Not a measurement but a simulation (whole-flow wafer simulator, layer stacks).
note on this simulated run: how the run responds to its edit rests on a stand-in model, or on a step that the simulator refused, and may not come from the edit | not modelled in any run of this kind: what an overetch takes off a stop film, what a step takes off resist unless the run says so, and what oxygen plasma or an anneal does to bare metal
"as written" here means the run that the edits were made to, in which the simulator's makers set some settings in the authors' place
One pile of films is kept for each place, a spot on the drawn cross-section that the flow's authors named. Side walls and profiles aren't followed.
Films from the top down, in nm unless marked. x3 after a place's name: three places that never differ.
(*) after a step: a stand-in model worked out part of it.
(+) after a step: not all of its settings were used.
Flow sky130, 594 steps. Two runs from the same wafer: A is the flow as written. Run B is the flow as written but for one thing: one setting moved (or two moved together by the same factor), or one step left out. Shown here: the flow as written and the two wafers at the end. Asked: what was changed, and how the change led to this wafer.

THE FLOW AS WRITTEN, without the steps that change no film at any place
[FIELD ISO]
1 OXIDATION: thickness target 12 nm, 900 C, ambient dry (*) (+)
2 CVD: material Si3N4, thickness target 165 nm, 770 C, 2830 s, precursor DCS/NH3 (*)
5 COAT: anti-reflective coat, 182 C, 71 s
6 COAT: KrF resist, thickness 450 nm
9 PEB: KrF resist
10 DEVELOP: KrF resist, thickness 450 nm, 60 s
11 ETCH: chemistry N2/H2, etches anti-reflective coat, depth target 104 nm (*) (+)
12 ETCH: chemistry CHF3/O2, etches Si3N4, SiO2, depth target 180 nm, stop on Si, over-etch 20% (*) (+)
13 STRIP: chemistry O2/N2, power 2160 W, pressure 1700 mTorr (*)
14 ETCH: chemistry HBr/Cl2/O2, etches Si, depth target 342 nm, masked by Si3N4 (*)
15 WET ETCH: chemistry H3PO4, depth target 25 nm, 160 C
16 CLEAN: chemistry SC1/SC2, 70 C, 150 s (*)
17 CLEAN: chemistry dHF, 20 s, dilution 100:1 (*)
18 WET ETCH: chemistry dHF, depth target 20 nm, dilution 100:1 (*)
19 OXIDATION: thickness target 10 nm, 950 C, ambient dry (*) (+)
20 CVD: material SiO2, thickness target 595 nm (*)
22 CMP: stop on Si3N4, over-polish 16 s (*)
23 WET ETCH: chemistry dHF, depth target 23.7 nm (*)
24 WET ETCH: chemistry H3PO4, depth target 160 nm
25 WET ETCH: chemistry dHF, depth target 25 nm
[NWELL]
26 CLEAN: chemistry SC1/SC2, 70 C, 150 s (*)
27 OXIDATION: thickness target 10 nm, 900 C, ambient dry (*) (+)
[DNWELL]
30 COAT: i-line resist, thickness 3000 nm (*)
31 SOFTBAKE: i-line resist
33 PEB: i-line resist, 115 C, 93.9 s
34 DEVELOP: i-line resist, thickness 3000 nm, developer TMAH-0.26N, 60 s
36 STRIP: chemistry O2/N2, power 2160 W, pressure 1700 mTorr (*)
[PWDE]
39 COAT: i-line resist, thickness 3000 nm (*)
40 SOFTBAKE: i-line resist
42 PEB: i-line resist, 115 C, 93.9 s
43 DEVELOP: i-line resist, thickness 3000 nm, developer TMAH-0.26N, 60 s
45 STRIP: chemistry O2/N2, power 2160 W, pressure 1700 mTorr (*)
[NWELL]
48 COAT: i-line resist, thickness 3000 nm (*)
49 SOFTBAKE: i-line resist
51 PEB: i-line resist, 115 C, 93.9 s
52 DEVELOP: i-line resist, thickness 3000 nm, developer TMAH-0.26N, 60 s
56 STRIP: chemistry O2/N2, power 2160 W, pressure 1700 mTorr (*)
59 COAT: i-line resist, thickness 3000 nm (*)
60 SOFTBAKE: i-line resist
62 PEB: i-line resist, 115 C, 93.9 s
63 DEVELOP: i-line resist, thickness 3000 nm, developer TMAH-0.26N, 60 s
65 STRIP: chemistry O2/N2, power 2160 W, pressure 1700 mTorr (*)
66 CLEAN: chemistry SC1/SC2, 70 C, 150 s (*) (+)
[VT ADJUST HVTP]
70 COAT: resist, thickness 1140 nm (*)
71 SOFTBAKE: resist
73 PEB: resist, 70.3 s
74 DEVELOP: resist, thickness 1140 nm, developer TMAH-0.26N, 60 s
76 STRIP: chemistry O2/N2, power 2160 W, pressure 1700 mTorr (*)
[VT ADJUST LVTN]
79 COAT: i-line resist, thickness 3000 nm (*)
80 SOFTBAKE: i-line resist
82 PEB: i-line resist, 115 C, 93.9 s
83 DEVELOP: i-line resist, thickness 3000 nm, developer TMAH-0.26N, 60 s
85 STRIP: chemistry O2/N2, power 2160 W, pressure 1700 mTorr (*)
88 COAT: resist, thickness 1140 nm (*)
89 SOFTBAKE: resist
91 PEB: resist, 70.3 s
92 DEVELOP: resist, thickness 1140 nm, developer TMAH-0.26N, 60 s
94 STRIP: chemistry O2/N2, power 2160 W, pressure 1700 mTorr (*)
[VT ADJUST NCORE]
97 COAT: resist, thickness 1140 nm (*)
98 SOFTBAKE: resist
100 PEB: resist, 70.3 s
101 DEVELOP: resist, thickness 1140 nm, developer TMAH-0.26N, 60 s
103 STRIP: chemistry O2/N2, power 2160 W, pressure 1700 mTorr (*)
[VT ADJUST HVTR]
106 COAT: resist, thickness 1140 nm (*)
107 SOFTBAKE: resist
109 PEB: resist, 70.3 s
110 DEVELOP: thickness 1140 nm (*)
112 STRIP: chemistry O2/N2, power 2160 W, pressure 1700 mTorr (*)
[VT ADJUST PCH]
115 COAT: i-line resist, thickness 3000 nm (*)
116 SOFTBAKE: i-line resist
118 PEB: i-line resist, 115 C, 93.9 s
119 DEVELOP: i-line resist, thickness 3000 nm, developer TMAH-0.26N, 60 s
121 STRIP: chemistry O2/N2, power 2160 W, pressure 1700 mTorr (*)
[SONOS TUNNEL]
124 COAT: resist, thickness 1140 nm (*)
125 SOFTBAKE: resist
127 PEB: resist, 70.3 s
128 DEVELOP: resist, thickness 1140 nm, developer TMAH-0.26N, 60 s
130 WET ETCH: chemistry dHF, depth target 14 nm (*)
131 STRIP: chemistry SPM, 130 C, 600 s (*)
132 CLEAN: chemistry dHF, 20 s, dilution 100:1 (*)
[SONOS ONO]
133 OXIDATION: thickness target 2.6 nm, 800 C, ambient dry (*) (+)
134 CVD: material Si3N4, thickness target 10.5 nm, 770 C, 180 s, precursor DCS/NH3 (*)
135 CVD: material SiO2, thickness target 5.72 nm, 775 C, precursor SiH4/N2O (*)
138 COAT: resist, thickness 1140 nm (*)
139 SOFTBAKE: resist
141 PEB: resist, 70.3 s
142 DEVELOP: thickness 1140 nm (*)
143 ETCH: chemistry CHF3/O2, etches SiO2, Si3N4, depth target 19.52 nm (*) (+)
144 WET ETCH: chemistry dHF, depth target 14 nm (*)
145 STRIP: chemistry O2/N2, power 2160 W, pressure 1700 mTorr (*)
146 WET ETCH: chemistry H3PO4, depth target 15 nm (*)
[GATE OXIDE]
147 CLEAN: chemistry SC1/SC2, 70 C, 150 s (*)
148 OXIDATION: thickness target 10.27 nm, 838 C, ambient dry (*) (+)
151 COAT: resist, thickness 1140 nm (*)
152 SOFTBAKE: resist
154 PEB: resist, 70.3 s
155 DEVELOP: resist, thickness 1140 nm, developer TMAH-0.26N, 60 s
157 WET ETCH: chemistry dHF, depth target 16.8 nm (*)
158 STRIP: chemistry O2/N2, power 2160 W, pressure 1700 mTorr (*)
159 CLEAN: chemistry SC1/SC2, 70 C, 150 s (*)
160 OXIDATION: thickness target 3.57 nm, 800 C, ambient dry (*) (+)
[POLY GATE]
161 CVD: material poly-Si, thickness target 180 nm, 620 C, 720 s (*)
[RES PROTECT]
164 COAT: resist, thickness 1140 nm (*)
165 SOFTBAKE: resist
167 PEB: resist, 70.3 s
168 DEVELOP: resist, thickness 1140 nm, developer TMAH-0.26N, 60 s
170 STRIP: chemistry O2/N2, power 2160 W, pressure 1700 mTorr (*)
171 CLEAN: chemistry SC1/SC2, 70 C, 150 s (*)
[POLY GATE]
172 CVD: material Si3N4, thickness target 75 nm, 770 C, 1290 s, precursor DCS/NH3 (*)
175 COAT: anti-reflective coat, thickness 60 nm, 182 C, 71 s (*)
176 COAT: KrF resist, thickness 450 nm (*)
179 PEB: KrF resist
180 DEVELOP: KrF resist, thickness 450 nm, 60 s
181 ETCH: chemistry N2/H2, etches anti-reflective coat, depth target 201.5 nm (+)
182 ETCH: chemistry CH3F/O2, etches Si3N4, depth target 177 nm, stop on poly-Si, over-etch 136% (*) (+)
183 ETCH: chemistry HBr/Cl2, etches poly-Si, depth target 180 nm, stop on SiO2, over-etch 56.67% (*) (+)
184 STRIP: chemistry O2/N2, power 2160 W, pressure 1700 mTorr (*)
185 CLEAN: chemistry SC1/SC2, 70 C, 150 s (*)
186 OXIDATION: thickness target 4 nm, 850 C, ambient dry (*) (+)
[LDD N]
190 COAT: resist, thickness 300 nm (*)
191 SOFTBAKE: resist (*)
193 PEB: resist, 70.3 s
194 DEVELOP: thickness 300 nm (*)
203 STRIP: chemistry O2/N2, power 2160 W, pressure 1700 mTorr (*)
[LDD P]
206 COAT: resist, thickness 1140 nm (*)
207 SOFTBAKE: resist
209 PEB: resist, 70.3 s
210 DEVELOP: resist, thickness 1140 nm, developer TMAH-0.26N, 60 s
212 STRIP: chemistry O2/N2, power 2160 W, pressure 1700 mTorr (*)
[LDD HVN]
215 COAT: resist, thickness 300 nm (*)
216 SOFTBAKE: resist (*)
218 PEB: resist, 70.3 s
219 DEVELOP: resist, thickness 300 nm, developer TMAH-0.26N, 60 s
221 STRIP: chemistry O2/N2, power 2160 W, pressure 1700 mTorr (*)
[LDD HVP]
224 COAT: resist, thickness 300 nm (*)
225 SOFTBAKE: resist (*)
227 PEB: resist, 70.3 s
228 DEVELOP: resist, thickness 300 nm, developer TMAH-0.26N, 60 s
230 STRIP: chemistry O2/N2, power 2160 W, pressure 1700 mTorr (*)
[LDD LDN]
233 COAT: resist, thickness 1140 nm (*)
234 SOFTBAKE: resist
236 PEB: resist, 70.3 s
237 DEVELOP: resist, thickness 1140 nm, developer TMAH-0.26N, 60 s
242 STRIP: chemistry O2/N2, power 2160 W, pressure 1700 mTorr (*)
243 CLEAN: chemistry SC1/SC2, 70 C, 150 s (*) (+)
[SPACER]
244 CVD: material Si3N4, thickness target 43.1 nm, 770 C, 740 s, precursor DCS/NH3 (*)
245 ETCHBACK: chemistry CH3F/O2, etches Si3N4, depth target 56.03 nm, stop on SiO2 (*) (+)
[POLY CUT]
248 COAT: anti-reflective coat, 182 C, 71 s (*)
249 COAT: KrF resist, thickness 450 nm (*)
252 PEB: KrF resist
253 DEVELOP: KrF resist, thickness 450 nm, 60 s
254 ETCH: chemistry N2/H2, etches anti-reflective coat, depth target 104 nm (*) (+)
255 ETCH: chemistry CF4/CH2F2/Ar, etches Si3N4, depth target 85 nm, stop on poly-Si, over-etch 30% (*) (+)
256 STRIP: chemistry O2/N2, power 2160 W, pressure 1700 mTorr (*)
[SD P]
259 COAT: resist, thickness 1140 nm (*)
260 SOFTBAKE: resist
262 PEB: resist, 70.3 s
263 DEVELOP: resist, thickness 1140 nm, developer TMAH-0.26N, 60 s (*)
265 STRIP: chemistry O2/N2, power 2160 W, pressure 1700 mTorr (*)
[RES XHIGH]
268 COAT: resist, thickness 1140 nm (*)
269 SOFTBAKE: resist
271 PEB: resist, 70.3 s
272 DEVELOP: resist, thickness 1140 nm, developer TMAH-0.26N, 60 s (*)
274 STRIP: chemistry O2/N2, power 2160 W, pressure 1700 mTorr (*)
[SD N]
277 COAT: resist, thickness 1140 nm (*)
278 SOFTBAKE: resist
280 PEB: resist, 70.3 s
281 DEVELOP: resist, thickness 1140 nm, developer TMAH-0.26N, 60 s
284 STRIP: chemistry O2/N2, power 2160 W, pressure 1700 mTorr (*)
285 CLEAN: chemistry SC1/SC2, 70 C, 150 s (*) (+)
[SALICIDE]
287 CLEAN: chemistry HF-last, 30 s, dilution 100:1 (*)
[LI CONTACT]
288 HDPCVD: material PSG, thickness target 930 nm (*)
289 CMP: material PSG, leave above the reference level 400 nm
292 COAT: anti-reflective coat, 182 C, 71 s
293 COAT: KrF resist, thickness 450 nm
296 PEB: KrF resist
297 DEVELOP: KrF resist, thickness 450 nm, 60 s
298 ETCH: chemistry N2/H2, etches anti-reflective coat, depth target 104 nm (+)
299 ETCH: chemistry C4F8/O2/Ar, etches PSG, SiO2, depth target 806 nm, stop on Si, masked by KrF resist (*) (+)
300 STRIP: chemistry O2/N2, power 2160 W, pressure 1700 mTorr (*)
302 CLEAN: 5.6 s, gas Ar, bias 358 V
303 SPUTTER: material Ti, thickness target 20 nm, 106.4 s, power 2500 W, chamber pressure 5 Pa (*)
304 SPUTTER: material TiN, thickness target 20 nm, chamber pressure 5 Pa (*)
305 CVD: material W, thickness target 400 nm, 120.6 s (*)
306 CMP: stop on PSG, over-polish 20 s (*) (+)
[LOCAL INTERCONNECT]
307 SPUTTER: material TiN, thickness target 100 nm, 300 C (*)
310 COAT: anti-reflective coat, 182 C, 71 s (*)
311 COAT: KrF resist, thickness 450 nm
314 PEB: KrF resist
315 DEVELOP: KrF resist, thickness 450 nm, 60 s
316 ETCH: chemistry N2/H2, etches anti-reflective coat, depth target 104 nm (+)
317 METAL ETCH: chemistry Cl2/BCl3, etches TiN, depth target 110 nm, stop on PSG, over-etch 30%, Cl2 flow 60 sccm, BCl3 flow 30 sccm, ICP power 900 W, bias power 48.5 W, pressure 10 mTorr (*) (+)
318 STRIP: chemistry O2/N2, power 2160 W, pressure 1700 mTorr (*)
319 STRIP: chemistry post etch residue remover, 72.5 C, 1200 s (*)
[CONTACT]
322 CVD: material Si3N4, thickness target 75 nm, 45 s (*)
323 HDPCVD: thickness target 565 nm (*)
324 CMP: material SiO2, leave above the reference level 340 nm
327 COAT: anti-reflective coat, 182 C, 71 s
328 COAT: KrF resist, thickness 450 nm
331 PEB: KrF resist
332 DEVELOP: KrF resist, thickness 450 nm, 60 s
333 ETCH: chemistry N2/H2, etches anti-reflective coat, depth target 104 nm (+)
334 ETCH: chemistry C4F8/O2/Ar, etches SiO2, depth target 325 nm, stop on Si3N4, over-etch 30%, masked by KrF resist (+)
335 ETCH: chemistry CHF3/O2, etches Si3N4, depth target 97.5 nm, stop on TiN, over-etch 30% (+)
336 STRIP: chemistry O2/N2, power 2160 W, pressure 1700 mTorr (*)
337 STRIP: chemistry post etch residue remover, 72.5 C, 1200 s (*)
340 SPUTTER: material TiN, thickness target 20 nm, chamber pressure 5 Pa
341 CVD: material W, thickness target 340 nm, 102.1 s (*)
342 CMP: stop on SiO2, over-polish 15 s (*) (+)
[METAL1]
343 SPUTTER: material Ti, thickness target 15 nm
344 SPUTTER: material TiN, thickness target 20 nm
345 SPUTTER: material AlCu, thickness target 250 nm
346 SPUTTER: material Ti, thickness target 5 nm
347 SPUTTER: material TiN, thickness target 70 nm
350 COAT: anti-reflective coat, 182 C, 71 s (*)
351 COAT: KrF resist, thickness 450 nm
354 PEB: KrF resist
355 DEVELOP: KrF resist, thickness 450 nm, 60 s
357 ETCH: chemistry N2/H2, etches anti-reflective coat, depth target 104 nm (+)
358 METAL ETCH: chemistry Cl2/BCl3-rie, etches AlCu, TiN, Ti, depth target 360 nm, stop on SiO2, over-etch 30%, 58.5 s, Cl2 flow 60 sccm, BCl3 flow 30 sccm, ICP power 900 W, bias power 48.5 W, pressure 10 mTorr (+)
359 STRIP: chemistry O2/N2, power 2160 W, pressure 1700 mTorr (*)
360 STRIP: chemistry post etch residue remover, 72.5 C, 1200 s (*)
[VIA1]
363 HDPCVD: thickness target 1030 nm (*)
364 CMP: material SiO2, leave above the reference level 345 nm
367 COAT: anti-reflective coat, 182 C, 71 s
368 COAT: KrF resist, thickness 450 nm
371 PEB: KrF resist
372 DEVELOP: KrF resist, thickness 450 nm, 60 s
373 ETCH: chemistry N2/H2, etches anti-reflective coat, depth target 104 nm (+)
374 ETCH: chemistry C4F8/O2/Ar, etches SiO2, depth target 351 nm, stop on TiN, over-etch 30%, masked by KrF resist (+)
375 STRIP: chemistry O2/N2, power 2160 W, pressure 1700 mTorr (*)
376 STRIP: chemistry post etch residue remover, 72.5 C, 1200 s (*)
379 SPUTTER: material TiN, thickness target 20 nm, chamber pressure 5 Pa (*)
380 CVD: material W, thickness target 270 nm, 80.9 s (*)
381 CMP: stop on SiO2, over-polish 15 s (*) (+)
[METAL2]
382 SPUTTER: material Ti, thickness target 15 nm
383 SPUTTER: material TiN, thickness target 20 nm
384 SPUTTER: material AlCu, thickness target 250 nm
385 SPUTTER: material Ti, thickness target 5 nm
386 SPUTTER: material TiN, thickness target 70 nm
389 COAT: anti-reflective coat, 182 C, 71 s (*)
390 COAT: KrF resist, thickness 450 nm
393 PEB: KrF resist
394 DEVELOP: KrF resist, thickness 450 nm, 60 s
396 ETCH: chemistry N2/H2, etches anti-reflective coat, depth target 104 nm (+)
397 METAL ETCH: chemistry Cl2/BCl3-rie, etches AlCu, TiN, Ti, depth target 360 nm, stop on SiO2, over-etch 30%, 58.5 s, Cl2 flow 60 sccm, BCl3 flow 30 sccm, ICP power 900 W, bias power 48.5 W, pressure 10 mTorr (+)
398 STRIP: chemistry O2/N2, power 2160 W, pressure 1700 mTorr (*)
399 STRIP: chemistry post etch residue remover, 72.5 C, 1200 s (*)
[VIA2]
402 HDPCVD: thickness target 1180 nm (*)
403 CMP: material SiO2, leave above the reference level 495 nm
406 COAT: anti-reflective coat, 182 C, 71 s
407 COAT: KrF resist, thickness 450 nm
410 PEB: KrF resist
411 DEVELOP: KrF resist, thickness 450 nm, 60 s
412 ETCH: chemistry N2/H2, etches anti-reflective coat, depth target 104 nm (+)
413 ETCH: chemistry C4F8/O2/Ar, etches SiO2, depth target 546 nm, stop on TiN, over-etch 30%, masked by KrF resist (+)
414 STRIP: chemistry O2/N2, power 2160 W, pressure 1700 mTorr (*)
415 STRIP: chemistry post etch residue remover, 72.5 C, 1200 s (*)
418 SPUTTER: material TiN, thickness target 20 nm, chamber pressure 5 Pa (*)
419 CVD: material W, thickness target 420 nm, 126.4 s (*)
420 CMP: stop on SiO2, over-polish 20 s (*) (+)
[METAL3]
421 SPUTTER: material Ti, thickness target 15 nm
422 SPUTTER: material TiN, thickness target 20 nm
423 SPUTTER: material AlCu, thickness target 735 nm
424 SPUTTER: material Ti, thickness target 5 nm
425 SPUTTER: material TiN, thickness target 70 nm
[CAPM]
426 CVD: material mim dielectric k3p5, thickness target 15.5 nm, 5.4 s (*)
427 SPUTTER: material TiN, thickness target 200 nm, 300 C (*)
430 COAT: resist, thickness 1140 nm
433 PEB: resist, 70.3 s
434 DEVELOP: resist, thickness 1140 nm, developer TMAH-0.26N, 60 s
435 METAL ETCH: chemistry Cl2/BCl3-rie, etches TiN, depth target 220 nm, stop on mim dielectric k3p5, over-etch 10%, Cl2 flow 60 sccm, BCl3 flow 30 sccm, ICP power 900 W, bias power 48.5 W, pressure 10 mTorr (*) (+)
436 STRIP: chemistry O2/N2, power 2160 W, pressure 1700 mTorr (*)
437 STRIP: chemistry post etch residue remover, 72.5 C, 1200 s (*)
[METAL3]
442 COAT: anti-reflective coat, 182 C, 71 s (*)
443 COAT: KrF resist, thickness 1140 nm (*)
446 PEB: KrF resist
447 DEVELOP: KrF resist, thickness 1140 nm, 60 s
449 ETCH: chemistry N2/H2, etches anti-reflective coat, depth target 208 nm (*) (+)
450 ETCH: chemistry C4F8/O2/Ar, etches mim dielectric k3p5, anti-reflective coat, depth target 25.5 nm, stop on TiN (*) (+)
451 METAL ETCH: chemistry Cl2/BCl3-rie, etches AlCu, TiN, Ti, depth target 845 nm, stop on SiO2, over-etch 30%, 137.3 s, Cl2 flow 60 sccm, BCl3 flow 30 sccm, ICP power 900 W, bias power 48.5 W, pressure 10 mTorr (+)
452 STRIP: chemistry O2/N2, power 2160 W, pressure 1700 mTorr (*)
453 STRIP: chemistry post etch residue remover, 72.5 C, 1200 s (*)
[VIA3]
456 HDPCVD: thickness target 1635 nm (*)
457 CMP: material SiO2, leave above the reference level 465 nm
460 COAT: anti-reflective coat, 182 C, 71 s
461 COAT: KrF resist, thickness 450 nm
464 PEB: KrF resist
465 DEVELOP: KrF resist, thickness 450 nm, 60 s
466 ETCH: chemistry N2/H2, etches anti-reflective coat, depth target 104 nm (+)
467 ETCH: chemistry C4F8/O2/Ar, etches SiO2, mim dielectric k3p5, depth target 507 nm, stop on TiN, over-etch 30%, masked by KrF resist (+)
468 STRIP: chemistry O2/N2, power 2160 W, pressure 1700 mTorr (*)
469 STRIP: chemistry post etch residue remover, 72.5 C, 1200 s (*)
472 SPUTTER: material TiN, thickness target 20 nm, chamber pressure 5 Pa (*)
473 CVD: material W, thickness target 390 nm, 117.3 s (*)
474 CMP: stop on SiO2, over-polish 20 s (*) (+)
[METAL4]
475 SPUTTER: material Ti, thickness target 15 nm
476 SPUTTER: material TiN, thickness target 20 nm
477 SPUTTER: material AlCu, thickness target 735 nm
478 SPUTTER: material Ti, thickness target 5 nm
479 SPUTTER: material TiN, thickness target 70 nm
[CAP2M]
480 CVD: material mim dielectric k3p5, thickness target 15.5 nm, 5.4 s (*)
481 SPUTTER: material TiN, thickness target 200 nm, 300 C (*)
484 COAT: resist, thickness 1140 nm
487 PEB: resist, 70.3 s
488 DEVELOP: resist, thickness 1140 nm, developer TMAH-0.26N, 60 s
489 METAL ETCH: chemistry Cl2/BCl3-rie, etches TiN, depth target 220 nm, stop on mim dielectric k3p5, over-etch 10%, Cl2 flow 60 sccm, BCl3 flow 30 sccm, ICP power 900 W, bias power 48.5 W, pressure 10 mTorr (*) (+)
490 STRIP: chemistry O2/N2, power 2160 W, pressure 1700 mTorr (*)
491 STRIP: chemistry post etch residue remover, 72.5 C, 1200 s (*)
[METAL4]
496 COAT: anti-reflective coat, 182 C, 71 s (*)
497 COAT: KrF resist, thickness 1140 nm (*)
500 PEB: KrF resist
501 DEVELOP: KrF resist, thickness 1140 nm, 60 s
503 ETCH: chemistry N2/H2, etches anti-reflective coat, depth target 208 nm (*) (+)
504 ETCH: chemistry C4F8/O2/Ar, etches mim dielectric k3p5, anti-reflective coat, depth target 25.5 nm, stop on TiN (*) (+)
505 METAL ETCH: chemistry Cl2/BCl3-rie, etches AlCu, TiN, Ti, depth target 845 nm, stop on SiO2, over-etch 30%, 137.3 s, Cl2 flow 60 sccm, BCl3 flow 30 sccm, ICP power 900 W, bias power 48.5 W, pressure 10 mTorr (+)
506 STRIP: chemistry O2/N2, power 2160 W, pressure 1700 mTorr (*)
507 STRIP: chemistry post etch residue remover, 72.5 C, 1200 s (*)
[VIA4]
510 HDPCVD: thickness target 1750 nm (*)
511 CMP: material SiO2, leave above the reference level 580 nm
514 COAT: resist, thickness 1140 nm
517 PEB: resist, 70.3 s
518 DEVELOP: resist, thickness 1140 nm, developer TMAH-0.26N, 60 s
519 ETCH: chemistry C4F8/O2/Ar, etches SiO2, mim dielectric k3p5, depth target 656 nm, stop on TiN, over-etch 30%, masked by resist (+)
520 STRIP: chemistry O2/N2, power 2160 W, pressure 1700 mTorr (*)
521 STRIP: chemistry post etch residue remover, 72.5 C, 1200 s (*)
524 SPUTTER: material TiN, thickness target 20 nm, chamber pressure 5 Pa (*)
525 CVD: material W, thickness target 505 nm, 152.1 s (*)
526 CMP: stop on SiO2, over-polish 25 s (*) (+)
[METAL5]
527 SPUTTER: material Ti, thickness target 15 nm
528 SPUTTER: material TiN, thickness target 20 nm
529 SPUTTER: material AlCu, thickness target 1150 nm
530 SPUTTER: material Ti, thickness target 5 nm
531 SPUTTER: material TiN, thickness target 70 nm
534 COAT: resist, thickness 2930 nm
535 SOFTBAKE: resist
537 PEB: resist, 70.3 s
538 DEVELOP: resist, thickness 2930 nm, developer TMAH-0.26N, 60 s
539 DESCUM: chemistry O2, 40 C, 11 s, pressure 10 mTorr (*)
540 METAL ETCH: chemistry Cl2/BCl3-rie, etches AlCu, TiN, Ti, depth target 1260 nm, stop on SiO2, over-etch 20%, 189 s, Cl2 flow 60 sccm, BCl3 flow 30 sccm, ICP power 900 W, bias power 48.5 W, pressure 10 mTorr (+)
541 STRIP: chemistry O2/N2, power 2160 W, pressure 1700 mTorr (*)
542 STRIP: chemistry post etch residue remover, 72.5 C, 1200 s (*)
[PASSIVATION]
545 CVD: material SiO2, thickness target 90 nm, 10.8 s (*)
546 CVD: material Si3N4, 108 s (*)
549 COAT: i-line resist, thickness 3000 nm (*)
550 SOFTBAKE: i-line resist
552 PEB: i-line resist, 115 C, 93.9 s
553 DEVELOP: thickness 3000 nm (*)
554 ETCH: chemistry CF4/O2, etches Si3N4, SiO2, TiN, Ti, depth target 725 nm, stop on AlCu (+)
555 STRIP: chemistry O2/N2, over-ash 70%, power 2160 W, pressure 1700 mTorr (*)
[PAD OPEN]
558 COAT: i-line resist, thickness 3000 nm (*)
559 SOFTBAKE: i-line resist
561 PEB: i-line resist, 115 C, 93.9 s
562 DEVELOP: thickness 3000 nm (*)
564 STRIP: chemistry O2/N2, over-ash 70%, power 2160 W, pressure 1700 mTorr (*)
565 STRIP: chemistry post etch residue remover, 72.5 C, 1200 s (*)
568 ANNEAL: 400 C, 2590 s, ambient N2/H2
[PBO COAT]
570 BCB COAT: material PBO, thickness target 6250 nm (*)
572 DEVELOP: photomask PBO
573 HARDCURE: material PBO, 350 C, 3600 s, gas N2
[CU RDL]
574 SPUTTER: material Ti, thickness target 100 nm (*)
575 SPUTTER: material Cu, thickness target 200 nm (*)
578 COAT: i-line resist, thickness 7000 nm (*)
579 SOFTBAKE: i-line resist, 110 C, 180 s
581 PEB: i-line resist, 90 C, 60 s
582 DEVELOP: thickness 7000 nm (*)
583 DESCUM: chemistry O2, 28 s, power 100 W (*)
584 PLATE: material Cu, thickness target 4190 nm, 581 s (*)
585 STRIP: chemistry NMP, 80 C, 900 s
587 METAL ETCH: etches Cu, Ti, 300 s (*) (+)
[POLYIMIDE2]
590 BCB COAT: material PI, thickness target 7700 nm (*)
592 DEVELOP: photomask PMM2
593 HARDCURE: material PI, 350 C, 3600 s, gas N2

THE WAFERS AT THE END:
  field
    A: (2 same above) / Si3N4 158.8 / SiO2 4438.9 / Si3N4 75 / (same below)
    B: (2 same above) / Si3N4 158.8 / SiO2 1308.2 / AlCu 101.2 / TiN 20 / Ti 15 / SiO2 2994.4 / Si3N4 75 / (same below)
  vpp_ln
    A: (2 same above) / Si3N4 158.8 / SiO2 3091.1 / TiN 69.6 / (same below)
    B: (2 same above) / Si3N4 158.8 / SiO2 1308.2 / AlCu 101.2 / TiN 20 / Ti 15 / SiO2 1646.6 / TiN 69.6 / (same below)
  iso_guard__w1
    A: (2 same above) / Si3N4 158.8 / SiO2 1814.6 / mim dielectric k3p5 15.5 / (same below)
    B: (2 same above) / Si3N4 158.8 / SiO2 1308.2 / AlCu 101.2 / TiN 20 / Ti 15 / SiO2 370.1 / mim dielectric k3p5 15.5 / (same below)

The cause: step 505, METAL ETCH: depth target 540.8 nm was run, where the flow has depth target 845 nm; step 505, METAL ETCH: 87.9 s was run, where the flow has 137.3 s.

How the change led to this, step by step:
  505 METAL ETCH: chemistry Cl2/BCl3-rie, etches AlCu, TiN, Ti, depth target 845 nm, stop on SiO2, over-etch 30%, 137.3 s, Cl2 flow 60 sccm, BCl3 flow 30 sccm, ICP power 900 W, bias power 48.5 W, pressure 10 mTorr (+)
      field, gate, spacer and 68 more: A TiN -70 (all of it), Ti -5 (all of it), AlCu -735 (all of it), TiN -20 (all of it), Ti -15 (all of it), SiO2 -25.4 | B TiN -70 (all of it), Ti -5 (all of it), AlCu -628
      active, vpp_iso1, mim_edge_plate and 14 more: A TiN -70 (all of it), Ti -5 (all of it), AlCu -735 (all of it), TiN -20 (all of it), Ti -15 (all of it), SiO2 -25.3 | B TiN -70 (all of it), Ti -5 (all of it), AlCu -628
      (and at 105 more places)
  506 STRIP: chemistry O2/N2, power 2160 W, pressure 1700 mTorr (*)
      mim, dice_street, dext_nw_sti and 46 more: A KrF resist -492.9 (all of it), anti-reflective coat -80 (all of it) | B KrF resist -690.7 (all of it), anti-reflective coat -80 (all of it)
      n_well, p_well, gate_hv and 34 more: A KrF resist -492.9 (all of it), anti-reflective coat -80 (all of it) | B KrF resist -690.6 (all of it), anti-reflective coat -80 (all of it)
      (and at 19 more places)
  507 STRIP: chemistry post etch residue remover, 72.5 C, 1200 s (*)
      field, active, gate and 85 more: A nothing | B AlCu -5.72
  510 HDPCVD: thickness target 1750 nm (*)
      field, active, gate and 85 more: A SiO2 +1750 | B SiO2 +1750 (new film)
  511 CMP: material SiO2, leave above the reference level 580 nm
      field, active, gate and 77 more: A SiO2 -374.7 | B SiO2 -536.2
      iso_guard__w1, mim_edge_gap, vpp_l1ln, vpp_m3ln, rpm_encl, via2_enc, rpm_encl_psd, iso_guard_nsd_tip: A SiO2 -374.6 | B SiO2 -536.2
Counting metal films that touch as one body, field has 1 body; the flow as written gives 0 bodies.
Counting metal films that touch as one body, vpp_ln has 3 bodies (between them, from the top down: SiO2 1646.6; SiO2 267.2); the flow as written gives 2 bodies (between them, from the top down: SiO2 267.2).
Counting metal films that touch as one body, iso_guard__w1 has 2 bodies (between them, from the top down: SiO2 370.1 / mim dielectric k3p5 15.5); the flow as written gives 1 body.
